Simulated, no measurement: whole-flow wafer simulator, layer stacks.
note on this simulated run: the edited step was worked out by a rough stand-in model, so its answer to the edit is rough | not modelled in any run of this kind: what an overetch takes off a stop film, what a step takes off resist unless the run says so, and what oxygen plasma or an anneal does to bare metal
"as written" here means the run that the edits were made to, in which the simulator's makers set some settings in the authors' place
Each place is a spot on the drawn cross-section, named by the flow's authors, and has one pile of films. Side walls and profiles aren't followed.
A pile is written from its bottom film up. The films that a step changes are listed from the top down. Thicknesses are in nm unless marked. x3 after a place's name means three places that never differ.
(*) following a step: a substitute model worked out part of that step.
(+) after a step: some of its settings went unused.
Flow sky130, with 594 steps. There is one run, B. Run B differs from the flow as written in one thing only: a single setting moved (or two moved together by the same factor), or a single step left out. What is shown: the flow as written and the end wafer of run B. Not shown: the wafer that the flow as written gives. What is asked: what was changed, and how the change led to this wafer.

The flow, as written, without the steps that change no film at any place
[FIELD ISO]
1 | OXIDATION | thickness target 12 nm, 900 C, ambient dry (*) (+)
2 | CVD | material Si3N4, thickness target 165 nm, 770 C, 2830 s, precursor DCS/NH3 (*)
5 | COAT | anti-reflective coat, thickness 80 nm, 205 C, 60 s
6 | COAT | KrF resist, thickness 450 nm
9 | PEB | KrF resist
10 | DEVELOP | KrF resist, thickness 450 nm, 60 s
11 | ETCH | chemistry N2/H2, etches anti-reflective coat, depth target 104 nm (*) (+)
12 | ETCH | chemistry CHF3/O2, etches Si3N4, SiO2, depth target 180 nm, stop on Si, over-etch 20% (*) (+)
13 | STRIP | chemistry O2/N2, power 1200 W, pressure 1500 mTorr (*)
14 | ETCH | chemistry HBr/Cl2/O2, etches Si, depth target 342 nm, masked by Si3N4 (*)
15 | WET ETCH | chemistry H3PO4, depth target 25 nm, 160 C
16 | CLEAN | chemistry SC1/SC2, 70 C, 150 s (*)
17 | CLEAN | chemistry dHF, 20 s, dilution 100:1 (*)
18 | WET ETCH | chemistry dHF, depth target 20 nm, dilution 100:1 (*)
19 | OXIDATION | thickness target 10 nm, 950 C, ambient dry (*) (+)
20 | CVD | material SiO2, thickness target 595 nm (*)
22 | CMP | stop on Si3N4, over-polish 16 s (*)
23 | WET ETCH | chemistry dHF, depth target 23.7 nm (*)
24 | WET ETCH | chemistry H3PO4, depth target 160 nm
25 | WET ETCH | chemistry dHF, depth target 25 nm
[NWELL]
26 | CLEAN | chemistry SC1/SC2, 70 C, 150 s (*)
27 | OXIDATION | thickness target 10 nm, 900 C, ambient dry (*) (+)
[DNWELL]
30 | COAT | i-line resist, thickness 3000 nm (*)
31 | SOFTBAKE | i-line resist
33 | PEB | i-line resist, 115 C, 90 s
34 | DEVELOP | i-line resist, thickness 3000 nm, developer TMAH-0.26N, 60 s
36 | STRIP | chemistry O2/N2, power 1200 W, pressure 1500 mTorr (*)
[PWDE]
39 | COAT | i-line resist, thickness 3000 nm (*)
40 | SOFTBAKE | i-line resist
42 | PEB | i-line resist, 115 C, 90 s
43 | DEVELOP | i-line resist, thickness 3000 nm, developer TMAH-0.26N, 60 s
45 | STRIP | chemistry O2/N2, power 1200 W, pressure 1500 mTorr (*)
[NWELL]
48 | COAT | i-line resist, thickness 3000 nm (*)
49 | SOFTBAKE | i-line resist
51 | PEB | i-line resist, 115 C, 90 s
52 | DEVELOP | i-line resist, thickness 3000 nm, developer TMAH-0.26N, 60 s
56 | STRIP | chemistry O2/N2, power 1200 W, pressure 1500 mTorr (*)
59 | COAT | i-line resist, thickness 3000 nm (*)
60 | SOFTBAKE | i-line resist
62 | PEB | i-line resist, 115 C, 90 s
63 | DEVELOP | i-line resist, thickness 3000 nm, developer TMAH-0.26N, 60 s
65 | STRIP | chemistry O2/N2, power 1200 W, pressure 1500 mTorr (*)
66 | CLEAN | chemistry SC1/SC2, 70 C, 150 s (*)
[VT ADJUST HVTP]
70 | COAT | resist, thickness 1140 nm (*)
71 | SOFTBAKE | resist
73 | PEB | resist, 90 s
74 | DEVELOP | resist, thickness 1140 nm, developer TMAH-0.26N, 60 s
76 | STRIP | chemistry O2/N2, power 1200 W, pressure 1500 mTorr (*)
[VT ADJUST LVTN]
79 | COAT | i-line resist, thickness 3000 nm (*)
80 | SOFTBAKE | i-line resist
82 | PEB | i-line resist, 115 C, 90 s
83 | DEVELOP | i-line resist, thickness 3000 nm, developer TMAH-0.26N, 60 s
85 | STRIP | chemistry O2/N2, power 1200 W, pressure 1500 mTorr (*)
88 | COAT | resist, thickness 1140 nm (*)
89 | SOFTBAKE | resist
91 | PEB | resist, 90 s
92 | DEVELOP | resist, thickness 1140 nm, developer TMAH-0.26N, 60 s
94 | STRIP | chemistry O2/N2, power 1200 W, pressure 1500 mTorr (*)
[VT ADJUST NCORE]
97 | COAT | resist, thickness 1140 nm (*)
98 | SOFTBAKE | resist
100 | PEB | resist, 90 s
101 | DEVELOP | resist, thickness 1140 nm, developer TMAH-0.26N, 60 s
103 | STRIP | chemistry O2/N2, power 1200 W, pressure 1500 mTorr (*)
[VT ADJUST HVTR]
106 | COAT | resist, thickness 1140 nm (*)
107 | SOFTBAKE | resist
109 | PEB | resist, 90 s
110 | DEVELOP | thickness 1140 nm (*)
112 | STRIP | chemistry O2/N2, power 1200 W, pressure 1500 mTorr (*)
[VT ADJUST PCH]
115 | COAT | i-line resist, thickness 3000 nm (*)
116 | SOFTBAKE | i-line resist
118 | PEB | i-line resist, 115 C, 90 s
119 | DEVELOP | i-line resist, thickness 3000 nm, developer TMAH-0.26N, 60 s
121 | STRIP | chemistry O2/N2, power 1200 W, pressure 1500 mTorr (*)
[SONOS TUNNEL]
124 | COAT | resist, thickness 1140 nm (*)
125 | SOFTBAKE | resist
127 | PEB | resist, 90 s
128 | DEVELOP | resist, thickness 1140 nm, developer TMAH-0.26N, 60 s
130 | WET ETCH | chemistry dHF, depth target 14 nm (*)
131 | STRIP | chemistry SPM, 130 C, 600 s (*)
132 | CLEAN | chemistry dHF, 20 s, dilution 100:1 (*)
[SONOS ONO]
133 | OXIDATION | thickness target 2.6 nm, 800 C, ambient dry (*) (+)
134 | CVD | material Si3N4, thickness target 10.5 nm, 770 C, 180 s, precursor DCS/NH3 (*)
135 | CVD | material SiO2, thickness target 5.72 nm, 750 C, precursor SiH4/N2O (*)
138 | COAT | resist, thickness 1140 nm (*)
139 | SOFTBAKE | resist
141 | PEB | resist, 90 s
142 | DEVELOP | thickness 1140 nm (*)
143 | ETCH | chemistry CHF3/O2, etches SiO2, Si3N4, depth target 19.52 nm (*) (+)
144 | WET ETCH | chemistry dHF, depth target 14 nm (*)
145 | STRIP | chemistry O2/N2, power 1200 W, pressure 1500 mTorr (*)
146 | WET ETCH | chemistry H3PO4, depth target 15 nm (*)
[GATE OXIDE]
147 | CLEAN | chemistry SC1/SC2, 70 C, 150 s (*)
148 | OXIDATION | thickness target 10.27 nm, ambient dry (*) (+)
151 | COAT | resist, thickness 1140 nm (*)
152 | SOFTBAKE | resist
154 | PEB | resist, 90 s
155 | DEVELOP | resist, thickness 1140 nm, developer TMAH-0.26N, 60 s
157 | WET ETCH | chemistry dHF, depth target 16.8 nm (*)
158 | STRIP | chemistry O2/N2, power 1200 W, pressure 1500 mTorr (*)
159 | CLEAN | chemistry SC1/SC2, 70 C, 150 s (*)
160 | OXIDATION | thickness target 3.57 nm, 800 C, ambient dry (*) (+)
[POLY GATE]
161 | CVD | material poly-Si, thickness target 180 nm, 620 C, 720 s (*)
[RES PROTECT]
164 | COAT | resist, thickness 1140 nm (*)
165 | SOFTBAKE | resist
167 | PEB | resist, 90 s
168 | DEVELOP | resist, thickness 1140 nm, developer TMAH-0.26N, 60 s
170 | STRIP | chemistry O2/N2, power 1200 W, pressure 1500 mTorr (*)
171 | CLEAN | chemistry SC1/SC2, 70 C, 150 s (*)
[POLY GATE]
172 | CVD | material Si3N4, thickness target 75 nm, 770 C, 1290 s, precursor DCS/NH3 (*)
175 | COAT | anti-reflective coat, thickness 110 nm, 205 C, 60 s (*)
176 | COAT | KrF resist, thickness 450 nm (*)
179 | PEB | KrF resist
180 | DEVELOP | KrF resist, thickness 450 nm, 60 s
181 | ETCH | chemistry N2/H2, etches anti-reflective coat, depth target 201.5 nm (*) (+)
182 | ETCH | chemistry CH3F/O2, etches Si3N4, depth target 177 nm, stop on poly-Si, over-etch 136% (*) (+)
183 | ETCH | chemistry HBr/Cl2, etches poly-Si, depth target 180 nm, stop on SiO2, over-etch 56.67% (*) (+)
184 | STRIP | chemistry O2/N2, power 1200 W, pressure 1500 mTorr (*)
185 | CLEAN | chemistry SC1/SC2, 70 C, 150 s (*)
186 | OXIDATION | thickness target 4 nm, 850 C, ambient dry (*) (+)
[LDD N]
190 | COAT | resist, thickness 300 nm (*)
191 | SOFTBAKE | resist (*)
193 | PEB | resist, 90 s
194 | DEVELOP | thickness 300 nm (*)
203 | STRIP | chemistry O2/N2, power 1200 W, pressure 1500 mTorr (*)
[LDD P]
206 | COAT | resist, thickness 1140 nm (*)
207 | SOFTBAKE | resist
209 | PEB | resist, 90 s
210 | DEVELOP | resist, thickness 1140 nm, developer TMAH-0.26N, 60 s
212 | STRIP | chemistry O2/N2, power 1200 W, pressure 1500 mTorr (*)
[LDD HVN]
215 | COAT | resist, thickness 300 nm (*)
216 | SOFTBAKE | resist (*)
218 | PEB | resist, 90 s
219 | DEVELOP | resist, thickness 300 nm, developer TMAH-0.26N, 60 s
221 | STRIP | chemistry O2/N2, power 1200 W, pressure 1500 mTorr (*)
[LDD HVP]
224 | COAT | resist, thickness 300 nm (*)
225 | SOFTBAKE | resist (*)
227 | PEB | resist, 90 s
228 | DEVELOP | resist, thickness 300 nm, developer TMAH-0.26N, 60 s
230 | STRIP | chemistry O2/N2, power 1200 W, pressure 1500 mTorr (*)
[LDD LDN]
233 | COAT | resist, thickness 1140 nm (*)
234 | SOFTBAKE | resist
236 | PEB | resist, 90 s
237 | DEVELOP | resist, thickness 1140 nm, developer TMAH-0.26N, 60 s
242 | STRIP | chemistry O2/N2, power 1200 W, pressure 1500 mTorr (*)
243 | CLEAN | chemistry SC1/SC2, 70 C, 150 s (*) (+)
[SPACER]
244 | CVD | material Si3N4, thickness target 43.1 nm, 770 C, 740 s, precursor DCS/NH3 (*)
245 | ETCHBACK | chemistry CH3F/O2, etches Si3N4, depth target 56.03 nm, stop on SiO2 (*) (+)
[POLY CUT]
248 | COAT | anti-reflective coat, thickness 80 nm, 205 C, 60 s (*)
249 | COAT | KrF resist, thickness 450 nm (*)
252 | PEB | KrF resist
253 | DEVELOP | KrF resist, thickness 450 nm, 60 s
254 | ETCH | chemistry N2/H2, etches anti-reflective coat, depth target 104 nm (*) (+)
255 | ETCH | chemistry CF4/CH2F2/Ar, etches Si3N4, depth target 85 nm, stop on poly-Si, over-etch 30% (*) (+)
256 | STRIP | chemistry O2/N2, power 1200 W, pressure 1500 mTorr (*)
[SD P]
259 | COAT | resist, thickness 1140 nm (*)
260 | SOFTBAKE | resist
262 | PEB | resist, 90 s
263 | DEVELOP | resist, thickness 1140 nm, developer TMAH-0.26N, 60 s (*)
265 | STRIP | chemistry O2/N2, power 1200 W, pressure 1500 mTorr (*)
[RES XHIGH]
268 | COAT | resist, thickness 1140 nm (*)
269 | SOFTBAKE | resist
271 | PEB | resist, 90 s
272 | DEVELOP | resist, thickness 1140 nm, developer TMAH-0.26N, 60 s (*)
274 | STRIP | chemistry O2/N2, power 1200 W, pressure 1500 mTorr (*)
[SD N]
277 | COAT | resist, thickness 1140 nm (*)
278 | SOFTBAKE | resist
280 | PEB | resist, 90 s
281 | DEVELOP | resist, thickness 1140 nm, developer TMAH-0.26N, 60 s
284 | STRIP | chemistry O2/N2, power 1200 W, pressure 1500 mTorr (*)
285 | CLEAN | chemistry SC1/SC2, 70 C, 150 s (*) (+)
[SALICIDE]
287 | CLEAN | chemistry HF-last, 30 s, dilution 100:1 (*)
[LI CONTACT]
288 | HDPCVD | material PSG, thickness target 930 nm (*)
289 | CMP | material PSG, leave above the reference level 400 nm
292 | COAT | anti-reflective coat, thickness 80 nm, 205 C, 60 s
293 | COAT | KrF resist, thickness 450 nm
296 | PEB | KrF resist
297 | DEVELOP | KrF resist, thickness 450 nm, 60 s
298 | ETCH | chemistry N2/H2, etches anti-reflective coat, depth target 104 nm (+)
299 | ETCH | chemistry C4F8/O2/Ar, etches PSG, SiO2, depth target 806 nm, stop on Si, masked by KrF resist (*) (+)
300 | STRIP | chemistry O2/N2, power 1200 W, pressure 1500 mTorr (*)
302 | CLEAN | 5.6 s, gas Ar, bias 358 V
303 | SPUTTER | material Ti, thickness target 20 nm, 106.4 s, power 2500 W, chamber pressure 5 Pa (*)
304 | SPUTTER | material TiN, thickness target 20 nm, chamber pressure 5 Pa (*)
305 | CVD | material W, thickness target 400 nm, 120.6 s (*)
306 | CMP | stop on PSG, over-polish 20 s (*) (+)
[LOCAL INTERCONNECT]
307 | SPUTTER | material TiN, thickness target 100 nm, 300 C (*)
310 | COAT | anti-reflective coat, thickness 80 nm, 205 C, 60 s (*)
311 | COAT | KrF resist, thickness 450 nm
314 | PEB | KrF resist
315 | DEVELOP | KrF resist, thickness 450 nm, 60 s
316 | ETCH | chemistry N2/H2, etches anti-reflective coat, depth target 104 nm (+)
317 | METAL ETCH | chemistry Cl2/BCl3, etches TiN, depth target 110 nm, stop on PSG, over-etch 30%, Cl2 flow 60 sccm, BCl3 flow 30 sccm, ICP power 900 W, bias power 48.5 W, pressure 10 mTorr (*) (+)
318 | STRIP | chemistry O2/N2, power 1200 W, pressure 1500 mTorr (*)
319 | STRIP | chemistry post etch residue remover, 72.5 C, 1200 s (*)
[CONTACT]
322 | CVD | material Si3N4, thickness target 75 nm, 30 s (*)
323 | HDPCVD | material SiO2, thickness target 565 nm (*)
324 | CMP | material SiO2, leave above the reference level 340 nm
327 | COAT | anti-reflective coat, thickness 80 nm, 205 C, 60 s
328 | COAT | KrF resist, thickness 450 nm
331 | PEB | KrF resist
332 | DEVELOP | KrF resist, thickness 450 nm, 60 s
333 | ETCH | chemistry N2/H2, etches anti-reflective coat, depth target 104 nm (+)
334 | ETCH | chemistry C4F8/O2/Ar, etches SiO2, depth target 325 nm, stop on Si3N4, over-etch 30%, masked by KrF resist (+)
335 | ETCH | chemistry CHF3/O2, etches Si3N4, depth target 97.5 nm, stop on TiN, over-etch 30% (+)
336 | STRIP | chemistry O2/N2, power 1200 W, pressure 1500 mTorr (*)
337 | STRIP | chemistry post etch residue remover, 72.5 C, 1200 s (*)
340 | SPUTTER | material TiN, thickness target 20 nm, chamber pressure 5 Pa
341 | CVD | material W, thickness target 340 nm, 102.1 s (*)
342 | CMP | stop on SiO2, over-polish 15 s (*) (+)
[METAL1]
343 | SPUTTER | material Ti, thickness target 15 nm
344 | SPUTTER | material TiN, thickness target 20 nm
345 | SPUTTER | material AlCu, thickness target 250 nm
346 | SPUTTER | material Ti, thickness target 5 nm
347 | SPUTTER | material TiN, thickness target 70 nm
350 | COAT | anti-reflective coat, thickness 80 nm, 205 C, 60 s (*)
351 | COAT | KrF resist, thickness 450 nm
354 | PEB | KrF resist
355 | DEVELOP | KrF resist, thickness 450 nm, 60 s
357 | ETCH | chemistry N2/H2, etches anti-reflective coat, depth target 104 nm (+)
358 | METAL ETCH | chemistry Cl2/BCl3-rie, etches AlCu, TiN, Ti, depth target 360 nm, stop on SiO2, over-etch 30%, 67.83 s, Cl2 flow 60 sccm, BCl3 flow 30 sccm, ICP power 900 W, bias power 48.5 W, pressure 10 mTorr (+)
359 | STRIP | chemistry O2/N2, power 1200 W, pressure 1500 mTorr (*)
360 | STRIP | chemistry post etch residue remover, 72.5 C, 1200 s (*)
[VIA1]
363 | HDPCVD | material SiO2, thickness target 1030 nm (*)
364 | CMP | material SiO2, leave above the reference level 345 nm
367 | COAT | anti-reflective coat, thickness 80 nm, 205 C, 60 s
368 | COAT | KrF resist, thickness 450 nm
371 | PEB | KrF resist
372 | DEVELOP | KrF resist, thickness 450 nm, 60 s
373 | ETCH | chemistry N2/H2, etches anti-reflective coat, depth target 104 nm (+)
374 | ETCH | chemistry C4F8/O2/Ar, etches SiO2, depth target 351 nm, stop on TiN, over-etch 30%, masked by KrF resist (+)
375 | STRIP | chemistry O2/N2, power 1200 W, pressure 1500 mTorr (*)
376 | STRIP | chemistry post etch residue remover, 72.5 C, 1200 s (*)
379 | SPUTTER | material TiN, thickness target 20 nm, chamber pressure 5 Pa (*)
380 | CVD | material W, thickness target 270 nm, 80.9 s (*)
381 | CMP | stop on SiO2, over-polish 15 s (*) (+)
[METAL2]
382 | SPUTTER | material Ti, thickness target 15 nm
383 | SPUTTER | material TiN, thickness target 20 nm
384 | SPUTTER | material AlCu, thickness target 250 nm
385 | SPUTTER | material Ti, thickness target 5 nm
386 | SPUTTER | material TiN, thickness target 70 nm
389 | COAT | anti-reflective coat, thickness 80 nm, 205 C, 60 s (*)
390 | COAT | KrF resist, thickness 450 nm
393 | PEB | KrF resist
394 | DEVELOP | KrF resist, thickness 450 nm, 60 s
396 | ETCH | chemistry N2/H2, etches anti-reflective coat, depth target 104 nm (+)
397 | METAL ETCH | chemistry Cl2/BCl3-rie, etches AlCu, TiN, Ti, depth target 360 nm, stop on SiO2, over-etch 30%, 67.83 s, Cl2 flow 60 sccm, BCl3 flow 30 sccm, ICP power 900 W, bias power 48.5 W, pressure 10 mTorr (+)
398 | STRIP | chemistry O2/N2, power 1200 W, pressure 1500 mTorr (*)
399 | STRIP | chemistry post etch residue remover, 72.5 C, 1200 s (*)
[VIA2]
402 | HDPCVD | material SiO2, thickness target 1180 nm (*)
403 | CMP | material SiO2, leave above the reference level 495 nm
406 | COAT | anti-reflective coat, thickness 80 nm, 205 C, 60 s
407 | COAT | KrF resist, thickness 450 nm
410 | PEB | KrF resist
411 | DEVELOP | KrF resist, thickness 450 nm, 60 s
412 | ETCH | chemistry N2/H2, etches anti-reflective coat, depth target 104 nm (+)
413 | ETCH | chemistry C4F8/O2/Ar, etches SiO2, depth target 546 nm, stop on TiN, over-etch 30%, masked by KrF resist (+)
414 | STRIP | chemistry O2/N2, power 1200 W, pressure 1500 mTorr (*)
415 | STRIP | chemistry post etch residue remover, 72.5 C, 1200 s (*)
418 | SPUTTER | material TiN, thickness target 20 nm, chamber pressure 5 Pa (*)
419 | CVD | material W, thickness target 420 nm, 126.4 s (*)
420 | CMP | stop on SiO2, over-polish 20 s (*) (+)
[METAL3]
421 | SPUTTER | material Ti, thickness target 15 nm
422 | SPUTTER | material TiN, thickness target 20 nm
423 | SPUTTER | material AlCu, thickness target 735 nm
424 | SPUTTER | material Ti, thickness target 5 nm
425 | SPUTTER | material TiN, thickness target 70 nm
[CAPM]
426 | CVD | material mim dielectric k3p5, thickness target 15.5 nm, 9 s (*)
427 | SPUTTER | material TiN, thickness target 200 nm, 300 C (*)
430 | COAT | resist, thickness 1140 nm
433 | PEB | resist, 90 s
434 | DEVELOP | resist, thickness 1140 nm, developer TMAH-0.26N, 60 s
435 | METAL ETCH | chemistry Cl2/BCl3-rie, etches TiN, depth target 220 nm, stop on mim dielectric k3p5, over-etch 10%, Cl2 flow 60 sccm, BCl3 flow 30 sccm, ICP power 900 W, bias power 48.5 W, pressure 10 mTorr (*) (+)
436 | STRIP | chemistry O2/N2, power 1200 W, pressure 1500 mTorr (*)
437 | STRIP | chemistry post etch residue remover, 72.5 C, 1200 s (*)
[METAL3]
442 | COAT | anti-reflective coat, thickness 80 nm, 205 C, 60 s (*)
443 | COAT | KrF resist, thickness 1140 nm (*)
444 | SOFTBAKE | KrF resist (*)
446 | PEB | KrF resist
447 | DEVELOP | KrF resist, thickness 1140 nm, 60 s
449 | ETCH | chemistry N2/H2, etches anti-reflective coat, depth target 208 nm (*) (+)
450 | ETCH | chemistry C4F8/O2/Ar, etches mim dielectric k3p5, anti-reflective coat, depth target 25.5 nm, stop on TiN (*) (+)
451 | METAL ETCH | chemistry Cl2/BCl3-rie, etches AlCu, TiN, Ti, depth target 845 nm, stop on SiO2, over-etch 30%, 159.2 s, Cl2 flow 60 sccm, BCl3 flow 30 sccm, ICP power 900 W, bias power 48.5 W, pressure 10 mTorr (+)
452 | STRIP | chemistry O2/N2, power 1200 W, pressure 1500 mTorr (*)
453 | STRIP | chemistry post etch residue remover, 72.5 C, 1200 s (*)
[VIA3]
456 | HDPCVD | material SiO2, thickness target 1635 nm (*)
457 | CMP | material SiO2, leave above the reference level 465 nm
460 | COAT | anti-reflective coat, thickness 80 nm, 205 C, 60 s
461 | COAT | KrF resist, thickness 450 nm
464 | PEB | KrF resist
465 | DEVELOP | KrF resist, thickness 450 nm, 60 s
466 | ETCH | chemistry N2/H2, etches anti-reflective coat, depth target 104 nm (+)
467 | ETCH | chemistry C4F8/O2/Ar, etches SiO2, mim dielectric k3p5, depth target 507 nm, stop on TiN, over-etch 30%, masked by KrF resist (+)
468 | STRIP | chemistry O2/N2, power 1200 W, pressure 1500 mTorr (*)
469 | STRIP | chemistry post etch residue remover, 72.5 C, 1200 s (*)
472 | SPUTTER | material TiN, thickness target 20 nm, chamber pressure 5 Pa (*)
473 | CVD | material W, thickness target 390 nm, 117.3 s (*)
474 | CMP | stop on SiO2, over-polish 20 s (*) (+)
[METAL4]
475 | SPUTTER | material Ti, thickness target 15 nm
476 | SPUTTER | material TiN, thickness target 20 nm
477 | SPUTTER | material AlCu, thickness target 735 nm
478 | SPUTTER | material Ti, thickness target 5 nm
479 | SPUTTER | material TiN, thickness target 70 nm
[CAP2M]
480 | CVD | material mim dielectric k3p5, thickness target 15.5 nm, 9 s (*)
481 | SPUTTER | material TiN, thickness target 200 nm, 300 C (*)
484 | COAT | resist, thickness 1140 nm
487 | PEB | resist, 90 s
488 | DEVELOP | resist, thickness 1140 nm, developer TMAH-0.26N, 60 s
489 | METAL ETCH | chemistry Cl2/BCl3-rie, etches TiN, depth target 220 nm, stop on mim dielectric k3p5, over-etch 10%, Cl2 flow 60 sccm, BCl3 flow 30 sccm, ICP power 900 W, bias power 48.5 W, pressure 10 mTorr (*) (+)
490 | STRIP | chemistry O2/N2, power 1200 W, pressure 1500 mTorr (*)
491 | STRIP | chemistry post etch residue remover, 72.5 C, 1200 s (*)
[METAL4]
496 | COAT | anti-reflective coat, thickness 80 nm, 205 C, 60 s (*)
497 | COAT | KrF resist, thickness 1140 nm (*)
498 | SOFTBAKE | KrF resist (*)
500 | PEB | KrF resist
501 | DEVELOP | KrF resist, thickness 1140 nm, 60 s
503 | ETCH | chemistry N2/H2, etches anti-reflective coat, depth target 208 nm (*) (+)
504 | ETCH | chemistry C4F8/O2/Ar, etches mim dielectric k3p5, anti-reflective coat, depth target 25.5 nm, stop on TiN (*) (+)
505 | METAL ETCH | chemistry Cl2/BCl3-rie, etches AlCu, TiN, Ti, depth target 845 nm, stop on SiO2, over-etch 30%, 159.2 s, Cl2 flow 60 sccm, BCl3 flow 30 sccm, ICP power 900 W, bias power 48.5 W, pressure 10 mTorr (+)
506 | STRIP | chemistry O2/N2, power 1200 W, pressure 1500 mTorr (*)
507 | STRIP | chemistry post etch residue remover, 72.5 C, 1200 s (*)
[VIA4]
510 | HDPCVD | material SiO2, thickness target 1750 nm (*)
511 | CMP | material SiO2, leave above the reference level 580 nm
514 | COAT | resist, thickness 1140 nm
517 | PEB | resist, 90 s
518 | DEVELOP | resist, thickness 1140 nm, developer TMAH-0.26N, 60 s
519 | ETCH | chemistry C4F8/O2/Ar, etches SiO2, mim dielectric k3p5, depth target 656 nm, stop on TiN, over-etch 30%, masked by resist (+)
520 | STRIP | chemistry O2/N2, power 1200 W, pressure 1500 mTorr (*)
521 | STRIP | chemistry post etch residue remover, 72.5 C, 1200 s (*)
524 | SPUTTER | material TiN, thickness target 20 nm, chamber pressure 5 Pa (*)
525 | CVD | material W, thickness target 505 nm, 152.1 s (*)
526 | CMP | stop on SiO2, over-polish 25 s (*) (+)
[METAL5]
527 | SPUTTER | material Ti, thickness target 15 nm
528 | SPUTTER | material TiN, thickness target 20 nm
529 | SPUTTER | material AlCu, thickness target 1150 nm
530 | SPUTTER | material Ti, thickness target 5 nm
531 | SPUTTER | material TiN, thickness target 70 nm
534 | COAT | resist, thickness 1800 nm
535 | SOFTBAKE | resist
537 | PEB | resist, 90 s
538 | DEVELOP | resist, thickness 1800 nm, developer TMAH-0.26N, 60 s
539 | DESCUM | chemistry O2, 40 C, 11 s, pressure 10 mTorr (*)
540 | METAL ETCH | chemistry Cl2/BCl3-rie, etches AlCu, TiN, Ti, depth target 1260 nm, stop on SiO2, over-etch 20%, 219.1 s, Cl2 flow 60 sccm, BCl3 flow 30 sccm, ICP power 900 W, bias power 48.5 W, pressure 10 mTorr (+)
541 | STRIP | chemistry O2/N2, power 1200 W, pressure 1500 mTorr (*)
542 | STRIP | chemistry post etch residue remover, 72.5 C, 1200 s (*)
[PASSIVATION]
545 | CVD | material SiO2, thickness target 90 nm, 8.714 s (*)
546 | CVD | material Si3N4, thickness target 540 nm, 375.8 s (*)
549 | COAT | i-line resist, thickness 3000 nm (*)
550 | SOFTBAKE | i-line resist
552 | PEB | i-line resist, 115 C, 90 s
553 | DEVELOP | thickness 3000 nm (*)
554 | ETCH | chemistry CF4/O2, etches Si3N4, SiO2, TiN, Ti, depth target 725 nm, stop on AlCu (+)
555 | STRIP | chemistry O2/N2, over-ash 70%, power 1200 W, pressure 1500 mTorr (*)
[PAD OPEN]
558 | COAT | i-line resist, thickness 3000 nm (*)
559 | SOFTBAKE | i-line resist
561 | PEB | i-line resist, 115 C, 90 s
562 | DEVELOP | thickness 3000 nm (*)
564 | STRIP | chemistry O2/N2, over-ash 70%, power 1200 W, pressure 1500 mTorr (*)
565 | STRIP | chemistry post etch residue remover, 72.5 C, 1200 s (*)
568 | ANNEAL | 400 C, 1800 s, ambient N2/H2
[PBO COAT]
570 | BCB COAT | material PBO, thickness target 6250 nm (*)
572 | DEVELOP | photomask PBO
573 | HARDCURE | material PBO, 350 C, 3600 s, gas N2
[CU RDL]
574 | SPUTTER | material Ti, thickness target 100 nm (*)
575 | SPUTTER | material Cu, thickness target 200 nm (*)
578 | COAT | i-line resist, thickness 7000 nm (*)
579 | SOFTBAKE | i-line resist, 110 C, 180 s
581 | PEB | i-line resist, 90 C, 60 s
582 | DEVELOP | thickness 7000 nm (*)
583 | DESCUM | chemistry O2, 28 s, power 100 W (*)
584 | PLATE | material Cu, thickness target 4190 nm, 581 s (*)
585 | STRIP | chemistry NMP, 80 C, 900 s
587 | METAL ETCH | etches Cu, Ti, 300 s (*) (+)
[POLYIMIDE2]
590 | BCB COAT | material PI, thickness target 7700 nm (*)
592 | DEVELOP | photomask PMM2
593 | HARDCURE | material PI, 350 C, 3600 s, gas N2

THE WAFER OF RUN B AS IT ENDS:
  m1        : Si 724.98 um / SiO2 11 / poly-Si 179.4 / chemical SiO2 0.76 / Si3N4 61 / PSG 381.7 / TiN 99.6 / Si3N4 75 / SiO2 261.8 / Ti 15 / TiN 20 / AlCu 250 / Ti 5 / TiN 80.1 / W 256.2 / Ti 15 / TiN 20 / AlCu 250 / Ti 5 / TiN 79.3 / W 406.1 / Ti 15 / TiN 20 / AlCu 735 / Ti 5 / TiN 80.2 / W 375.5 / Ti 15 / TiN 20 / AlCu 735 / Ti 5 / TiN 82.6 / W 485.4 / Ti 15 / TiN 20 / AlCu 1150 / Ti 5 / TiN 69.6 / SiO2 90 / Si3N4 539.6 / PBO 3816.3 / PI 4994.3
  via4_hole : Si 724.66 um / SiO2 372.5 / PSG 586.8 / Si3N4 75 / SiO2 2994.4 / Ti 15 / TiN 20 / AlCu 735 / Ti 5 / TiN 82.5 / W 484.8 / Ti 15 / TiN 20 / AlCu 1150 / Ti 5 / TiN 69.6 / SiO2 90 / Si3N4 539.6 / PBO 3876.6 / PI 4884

Cause: step 524, SPUTTER: thickness target 17 nm was run, whereas the flow has thickness target 20 nm.

The path from the change to this, step by step:
  524 | SPUTTER | material TiN, thickness target 20 nm, chamber pressure 5 Pa (*)
      field, active, n_well and 188 more: +17 TiN (new film) (in the flow as written it would be: +20 TiN (new film))
      m1, via4_hole: +13 TiN (in the flow as written it would be: +15.3 TiN)
  526 | CMP | stop on SiO2, over-polish 25 s (*) (+)
      field, active, n_well and 188 more: -505 W (all of it), -17 TiN (all of it), -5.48 SiO2 (in the flow as written it would be: -505 W (all of it), -20 TiN (all of it), -5.48 SiO2)
